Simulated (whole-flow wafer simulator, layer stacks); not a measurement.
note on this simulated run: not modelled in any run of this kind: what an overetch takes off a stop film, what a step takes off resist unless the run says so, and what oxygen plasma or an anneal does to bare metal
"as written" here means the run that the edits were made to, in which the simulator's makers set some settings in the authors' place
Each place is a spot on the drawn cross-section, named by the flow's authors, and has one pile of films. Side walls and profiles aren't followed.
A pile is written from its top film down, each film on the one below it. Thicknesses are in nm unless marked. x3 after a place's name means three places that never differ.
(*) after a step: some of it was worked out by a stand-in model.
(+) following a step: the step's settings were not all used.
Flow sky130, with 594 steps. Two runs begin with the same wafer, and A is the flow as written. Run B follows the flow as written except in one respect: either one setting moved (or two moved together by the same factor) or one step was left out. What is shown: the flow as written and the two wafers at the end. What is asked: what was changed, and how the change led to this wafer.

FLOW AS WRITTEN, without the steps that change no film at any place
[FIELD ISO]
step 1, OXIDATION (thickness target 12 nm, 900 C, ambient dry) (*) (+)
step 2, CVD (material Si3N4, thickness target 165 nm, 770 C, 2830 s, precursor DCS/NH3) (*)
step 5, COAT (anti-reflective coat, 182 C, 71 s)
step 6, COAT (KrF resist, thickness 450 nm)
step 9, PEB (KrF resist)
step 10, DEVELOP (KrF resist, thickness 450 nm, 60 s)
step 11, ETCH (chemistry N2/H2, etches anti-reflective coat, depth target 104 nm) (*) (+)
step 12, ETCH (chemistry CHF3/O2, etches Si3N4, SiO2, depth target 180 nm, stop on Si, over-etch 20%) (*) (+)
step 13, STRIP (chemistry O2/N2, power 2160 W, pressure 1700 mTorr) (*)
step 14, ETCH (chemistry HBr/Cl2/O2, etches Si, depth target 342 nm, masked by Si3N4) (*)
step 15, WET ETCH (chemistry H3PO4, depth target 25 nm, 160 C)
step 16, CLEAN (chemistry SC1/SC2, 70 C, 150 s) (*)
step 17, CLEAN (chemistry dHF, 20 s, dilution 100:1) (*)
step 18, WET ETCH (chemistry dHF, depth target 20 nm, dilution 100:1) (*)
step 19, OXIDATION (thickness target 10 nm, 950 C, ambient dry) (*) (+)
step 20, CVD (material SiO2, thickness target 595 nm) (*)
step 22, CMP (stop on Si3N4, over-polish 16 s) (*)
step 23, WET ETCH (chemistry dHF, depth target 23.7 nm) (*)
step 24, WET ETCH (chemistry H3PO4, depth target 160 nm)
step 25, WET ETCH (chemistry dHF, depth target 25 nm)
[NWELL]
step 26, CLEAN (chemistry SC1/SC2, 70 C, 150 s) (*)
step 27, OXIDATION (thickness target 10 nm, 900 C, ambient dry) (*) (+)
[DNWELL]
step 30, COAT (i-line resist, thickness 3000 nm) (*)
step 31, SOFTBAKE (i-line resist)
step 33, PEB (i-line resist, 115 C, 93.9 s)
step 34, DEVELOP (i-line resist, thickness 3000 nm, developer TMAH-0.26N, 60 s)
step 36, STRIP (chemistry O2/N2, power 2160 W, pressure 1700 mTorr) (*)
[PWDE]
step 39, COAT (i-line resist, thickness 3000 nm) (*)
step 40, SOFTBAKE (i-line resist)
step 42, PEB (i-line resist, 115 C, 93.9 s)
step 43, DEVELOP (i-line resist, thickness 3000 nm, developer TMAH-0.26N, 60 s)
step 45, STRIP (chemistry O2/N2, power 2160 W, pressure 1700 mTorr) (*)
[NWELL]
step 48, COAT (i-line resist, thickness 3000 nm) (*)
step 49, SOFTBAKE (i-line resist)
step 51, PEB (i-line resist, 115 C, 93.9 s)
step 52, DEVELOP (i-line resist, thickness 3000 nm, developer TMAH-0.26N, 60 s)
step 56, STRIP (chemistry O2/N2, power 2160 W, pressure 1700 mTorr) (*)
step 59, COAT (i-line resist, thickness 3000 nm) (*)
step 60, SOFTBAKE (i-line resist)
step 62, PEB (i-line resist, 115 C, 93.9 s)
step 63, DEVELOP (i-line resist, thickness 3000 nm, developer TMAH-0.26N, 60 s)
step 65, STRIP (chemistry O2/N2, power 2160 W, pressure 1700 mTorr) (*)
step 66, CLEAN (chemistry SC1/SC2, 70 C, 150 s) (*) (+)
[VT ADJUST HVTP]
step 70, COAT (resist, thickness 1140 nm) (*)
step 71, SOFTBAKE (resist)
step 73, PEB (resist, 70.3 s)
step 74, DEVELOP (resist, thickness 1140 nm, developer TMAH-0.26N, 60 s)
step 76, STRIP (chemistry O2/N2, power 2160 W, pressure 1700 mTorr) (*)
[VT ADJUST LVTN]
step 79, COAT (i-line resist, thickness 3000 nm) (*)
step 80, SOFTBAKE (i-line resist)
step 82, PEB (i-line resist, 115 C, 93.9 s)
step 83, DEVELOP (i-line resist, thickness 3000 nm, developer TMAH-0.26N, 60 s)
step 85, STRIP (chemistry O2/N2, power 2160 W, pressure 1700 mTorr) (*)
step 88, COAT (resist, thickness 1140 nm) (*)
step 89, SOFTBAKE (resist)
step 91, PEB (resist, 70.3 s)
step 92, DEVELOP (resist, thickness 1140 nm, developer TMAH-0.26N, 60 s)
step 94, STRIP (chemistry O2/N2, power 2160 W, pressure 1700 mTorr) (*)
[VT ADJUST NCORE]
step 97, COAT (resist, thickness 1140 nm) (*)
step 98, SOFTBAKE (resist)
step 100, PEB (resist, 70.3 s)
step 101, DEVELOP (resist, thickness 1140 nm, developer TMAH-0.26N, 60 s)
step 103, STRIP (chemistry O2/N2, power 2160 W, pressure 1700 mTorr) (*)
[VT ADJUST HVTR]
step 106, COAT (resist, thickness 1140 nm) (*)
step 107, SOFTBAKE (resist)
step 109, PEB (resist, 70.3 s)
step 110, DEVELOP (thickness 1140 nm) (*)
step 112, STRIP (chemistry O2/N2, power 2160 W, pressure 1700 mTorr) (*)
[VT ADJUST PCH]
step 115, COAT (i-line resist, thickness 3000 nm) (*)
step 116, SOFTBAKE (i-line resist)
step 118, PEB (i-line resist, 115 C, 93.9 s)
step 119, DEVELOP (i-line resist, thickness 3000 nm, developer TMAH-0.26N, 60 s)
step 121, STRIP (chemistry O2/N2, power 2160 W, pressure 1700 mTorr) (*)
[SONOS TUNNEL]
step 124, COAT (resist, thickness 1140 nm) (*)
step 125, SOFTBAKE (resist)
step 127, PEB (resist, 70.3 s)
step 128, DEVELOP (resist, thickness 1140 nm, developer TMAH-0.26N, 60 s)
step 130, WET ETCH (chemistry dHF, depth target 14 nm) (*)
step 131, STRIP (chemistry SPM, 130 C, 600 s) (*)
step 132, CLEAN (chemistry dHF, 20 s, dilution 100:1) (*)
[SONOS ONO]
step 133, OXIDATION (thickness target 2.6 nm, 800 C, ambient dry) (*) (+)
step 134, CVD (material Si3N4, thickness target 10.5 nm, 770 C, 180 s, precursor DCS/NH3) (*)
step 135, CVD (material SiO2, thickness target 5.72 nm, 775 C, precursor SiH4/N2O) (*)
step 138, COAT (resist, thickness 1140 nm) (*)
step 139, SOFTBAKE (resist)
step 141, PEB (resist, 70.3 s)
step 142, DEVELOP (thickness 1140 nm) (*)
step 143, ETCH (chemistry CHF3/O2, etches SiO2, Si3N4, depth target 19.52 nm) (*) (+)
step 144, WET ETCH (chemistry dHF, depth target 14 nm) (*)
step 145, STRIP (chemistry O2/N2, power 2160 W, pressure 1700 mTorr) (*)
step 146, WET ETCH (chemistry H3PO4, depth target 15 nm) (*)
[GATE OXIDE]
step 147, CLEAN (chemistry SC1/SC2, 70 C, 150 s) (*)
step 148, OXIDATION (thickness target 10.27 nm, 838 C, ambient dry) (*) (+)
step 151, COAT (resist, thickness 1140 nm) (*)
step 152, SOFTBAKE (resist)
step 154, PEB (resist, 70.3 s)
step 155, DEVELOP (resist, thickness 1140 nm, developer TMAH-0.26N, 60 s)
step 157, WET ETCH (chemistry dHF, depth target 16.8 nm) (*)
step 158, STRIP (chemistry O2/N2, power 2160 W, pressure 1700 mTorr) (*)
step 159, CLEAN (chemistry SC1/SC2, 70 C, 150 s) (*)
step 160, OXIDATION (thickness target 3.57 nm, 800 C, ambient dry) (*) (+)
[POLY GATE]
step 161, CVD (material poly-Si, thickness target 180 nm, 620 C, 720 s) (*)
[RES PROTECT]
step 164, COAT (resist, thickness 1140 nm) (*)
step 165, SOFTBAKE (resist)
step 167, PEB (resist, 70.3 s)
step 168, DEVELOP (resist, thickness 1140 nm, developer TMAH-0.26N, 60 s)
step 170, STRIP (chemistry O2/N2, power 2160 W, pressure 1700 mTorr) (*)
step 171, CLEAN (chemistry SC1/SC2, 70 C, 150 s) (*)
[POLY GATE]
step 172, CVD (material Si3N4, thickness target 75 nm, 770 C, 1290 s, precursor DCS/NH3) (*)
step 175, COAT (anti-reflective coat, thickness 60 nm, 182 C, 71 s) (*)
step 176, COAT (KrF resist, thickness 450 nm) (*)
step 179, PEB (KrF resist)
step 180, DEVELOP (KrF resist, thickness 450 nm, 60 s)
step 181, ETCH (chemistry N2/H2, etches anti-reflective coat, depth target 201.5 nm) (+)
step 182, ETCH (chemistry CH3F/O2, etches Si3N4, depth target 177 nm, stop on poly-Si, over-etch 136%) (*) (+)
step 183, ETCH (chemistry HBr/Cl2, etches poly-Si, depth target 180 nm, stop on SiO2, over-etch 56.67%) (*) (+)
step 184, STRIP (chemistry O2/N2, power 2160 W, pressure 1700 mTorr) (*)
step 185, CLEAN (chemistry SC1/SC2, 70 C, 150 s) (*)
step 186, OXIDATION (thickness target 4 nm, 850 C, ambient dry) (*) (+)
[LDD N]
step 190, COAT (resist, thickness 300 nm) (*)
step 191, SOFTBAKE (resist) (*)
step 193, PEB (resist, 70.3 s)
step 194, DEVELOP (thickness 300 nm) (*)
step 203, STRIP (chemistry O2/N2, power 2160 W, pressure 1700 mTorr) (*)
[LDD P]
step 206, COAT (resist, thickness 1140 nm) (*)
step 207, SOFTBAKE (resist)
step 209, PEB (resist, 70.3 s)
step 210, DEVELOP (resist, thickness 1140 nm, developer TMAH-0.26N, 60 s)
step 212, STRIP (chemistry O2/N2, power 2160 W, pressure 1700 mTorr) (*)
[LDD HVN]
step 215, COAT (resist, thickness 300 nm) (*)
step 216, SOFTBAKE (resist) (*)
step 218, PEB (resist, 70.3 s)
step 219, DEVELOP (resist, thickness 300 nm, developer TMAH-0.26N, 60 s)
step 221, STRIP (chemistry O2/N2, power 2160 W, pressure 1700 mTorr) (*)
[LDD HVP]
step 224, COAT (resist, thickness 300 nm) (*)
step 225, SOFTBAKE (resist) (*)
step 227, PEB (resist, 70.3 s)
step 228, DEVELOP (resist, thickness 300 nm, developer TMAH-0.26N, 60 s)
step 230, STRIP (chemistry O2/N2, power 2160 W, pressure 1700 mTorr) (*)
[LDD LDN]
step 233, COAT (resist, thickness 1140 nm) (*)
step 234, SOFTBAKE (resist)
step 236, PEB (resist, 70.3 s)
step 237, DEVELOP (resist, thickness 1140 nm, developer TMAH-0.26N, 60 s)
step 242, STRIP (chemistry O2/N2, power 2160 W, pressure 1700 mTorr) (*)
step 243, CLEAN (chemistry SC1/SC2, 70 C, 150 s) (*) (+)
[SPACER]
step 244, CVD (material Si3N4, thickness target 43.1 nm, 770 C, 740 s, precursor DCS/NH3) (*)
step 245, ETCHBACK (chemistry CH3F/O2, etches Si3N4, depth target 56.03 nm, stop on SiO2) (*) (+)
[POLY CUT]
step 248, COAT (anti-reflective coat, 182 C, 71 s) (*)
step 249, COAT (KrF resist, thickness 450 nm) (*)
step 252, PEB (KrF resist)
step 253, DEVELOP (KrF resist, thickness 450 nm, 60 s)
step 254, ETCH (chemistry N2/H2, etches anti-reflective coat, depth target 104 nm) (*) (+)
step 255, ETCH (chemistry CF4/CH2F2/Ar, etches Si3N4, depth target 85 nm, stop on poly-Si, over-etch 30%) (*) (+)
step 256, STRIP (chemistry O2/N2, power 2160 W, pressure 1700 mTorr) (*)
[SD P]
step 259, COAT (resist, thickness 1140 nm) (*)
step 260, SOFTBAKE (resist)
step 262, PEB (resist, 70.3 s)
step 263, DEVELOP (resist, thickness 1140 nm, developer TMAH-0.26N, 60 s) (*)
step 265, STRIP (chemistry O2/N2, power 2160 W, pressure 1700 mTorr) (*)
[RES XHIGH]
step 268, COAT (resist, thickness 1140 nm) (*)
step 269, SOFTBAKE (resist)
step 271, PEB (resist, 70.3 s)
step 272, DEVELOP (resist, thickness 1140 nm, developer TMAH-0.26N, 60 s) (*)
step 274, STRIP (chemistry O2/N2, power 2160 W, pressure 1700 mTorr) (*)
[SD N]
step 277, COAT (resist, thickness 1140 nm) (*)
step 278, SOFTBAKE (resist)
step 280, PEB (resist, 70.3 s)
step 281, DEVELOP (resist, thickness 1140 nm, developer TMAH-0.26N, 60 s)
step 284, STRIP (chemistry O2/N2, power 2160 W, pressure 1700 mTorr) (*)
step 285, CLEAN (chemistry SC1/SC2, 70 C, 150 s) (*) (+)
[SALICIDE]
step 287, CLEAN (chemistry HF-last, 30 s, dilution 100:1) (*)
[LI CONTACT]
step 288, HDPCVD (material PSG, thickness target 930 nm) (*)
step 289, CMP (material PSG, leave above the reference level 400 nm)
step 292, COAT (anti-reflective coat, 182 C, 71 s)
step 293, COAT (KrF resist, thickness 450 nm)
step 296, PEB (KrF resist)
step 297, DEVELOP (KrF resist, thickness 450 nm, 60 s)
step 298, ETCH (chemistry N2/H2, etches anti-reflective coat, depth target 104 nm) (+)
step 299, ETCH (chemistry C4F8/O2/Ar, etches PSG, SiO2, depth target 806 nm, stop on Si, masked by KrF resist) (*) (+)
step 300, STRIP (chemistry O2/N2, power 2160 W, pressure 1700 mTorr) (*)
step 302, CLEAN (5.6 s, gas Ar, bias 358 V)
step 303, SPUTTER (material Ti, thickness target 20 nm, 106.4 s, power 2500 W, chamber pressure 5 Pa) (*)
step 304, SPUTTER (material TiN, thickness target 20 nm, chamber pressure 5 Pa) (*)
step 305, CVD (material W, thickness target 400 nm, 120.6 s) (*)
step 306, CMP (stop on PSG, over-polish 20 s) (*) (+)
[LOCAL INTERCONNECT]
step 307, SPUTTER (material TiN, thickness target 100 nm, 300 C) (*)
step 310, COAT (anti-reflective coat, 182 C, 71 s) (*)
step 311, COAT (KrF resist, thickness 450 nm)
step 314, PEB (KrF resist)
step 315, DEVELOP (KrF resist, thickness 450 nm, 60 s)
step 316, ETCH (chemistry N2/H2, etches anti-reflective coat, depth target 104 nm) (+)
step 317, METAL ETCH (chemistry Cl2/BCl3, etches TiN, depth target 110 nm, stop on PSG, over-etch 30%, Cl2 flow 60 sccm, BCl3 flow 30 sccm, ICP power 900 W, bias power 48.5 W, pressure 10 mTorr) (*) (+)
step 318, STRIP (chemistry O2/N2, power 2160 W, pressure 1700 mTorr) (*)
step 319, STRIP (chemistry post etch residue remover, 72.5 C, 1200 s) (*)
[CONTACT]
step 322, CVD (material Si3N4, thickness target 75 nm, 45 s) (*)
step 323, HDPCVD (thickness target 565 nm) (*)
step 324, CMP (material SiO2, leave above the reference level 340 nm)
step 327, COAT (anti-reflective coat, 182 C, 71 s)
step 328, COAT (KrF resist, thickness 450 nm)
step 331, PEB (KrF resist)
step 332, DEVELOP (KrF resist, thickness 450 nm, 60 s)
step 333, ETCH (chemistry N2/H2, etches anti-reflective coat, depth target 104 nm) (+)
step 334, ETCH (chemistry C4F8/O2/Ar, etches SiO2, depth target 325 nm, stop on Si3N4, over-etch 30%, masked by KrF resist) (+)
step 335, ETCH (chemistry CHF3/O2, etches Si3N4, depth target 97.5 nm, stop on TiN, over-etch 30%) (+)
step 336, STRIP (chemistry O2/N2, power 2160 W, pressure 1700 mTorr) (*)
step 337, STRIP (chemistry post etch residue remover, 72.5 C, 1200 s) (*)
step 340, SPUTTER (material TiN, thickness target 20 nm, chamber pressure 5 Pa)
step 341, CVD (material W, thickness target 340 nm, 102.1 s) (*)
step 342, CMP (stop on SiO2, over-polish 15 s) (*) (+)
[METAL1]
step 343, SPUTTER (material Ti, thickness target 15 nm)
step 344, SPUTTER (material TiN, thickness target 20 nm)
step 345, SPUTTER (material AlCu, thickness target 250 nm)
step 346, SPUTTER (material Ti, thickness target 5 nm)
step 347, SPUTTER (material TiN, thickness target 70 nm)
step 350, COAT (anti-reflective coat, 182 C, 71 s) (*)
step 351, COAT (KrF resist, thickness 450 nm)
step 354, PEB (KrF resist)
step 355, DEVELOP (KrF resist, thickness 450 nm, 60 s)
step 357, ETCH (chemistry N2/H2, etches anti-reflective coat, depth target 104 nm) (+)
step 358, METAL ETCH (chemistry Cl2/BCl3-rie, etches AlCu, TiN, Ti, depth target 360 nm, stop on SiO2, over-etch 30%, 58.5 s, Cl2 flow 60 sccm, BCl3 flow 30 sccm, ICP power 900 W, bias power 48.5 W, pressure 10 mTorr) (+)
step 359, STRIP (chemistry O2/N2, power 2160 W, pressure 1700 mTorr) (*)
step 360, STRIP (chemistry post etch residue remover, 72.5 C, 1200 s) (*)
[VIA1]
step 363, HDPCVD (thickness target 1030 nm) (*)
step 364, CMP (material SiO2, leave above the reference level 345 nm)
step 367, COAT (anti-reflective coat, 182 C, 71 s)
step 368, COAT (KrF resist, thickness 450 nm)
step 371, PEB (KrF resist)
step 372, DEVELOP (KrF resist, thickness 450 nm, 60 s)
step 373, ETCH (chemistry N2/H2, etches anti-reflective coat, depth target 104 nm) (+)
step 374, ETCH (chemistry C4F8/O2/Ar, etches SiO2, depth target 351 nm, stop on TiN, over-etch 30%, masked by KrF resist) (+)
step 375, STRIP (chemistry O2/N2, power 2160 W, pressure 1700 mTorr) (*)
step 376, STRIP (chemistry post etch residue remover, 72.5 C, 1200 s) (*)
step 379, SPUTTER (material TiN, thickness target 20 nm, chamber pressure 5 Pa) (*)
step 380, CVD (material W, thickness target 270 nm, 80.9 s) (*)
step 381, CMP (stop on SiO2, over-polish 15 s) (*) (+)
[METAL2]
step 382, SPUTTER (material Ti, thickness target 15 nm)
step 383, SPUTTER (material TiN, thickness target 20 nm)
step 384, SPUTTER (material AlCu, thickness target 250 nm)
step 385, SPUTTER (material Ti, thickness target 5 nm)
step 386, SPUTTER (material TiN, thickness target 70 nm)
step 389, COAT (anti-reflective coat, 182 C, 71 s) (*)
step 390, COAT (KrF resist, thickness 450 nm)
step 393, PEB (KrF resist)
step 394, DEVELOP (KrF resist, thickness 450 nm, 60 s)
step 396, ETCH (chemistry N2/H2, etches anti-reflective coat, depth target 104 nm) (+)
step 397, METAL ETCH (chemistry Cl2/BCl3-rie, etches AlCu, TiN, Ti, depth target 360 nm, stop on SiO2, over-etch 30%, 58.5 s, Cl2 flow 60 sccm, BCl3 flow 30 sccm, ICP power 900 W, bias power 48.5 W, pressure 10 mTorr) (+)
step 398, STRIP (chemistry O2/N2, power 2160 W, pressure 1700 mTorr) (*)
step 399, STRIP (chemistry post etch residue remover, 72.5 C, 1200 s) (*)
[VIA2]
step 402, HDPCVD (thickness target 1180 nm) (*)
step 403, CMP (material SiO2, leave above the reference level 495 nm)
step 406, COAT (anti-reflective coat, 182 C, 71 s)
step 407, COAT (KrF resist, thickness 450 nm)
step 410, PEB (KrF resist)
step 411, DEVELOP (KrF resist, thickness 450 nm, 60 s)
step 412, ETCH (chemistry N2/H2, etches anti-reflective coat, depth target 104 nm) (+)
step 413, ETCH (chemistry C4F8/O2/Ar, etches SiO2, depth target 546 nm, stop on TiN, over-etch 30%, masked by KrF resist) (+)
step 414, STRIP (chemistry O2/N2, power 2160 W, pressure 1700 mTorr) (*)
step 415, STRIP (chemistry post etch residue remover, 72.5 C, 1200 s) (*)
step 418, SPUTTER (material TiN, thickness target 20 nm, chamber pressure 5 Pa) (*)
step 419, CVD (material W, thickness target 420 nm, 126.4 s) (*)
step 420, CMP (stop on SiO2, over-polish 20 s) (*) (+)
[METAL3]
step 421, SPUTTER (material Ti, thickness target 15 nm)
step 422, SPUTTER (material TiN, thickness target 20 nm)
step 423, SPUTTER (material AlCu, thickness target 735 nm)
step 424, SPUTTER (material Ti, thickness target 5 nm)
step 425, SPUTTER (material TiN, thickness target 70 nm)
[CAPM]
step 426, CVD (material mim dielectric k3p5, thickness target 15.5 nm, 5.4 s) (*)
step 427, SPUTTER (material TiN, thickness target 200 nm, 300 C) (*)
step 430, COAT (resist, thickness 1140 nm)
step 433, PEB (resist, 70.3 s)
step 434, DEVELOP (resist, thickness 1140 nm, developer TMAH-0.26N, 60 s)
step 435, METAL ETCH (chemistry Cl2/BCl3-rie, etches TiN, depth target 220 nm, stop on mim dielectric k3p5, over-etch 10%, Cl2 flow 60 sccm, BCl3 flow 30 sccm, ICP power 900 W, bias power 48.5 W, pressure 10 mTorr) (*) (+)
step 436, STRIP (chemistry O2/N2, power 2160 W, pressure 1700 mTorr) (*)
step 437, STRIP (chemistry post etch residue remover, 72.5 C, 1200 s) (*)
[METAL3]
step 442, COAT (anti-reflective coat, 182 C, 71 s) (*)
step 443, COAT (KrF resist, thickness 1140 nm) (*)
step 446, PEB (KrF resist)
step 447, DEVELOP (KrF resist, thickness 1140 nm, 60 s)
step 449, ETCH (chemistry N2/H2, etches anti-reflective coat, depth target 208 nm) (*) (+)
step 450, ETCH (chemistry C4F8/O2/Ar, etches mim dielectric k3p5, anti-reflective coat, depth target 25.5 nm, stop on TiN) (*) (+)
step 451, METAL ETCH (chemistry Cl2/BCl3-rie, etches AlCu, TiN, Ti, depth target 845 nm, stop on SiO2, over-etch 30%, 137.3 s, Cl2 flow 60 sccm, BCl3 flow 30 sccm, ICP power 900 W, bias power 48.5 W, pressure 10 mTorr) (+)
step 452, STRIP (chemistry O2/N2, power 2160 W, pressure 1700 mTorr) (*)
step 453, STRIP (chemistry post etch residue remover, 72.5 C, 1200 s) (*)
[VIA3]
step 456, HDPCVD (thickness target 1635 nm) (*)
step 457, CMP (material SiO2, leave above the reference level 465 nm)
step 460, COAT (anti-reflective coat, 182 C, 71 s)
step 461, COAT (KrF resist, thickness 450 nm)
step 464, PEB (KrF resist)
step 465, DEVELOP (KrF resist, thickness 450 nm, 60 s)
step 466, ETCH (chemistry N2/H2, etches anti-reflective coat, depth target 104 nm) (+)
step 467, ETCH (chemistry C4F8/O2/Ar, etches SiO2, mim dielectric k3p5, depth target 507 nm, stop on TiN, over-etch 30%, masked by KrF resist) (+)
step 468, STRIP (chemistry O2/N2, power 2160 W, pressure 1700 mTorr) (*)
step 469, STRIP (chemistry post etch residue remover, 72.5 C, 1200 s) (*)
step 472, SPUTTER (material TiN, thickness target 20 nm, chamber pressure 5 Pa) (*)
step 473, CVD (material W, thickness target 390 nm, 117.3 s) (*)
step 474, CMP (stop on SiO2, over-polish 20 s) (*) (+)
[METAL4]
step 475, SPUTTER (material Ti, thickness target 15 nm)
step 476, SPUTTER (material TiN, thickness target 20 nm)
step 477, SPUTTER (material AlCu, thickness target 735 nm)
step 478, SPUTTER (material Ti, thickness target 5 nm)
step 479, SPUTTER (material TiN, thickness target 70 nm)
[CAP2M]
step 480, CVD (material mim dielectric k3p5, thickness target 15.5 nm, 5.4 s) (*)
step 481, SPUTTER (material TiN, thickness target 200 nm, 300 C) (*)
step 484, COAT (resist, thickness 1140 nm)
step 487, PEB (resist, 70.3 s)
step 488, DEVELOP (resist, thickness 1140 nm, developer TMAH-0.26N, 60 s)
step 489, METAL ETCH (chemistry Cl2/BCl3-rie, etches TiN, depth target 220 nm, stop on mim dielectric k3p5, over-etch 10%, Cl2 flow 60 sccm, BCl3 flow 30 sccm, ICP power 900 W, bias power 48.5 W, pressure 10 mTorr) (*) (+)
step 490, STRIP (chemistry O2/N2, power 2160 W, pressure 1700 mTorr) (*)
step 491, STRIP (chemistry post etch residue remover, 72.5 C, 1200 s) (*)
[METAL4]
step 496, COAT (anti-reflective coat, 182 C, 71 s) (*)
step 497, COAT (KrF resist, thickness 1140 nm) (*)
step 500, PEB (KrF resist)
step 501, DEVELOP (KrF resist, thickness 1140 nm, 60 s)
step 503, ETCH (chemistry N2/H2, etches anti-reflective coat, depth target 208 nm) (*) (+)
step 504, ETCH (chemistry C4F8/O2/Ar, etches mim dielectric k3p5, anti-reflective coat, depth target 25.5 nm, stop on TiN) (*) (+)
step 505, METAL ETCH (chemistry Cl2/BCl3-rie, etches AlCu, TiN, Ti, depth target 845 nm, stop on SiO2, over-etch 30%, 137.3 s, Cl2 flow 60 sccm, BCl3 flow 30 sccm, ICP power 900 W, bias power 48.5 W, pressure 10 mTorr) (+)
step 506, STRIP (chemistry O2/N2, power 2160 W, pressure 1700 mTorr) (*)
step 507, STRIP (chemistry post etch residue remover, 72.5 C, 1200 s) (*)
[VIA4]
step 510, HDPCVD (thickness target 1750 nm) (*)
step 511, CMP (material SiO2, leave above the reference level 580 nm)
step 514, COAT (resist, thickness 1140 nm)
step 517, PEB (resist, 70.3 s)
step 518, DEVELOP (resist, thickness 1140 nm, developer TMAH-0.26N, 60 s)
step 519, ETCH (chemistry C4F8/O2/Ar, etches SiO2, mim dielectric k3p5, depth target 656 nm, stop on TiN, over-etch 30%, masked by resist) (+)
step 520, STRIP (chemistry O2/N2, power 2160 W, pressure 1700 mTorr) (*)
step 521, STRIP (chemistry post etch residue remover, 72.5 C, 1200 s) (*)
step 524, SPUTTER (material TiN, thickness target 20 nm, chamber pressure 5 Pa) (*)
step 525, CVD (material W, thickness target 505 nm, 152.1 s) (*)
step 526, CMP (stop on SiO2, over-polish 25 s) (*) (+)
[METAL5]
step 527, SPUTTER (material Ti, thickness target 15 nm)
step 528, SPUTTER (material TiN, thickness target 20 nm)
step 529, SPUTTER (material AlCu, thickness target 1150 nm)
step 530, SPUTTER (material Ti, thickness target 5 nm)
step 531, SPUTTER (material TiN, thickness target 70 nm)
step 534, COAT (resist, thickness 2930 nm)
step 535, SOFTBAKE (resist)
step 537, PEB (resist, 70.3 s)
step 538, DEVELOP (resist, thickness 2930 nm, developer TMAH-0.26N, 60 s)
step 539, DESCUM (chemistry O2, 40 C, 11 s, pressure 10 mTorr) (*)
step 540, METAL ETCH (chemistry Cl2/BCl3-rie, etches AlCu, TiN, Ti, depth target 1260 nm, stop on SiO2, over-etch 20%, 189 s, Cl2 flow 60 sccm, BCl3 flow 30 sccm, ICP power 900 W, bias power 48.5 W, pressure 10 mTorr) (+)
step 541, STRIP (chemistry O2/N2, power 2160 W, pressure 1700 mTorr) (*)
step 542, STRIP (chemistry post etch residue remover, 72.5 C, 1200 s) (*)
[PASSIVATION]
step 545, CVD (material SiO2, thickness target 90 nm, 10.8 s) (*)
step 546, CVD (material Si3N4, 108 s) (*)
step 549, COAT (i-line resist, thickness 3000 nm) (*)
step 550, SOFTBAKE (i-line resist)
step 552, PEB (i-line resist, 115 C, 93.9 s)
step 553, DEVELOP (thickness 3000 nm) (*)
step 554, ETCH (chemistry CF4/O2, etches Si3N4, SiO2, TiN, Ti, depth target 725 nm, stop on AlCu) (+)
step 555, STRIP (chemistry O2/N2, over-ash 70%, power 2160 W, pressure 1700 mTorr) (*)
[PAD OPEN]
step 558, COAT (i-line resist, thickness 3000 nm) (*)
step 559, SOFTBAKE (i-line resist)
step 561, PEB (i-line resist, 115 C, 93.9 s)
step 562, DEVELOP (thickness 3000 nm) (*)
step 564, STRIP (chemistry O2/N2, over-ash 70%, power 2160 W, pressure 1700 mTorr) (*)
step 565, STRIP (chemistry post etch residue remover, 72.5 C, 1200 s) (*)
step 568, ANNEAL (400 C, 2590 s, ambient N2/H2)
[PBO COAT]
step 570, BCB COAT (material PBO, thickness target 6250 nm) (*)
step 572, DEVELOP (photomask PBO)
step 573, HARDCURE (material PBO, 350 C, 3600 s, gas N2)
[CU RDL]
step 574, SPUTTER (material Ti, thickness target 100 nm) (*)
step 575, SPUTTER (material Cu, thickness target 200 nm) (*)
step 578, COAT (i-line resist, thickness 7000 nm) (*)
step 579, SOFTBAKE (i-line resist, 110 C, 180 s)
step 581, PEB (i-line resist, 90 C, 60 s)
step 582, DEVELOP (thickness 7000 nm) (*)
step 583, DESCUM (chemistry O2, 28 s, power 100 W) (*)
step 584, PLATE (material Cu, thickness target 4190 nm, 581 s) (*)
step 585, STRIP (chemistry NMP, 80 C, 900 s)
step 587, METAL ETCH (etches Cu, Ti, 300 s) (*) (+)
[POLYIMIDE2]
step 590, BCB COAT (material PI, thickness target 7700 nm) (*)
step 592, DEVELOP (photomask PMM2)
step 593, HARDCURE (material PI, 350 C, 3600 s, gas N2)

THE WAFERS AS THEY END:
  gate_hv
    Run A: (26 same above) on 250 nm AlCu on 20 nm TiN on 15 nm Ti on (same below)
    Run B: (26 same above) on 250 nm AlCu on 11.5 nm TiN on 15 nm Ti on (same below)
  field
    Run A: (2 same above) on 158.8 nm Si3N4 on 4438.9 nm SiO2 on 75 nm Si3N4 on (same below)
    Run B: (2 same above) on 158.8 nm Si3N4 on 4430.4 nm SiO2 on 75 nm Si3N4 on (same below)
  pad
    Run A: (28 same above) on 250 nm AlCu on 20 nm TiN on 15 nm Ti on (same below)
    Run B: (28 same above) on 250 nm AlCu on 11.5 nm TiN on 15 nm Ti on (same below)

What caused this: step 344, SPUTTER: thickness target 11.5 nm was run, though the flow has thickness target 20 nm.
The wafer lets one read it off: gate_hv has TiN 11.5, and step 344 as written asks for 20 nm.

The path from the change to this, step by step:
  step 344, SPUTTER (material TiN, thickness target 20 nm)
      field, active, n_well and 188 more: A TiN gains 20 (new film) | B TiN gains 11.5 (new film)
  step 358, METAL ETCH (chemistry Cl2/BCl3-rie, etches AlCu, TiN, Ti, depth target 360 nm, stop on SiO2, over-etch 30%, 58.5 s, Cl2 flow 60 sccm, BCl3 flow 30 sccm, ICP power 900 W, bias power 48.5 W, pressure 10 mTorr) (+)
      field, active, gate and 81 more: A TiN loses 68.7 (all of it), Ti loses 5 (all of it), AlCu loses 250 (all of it), TiN loses 20 (all of it), Ti loses 15 (all of it), SiO2 loses 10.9 | B TiN loses 68.7 (all of it), Ti loses 5 (all of it), AlCu loses 250 (all of it), TiN loses 11.5 (all of it), Ti loses 15 (all of it), SiO2 loses 11.8
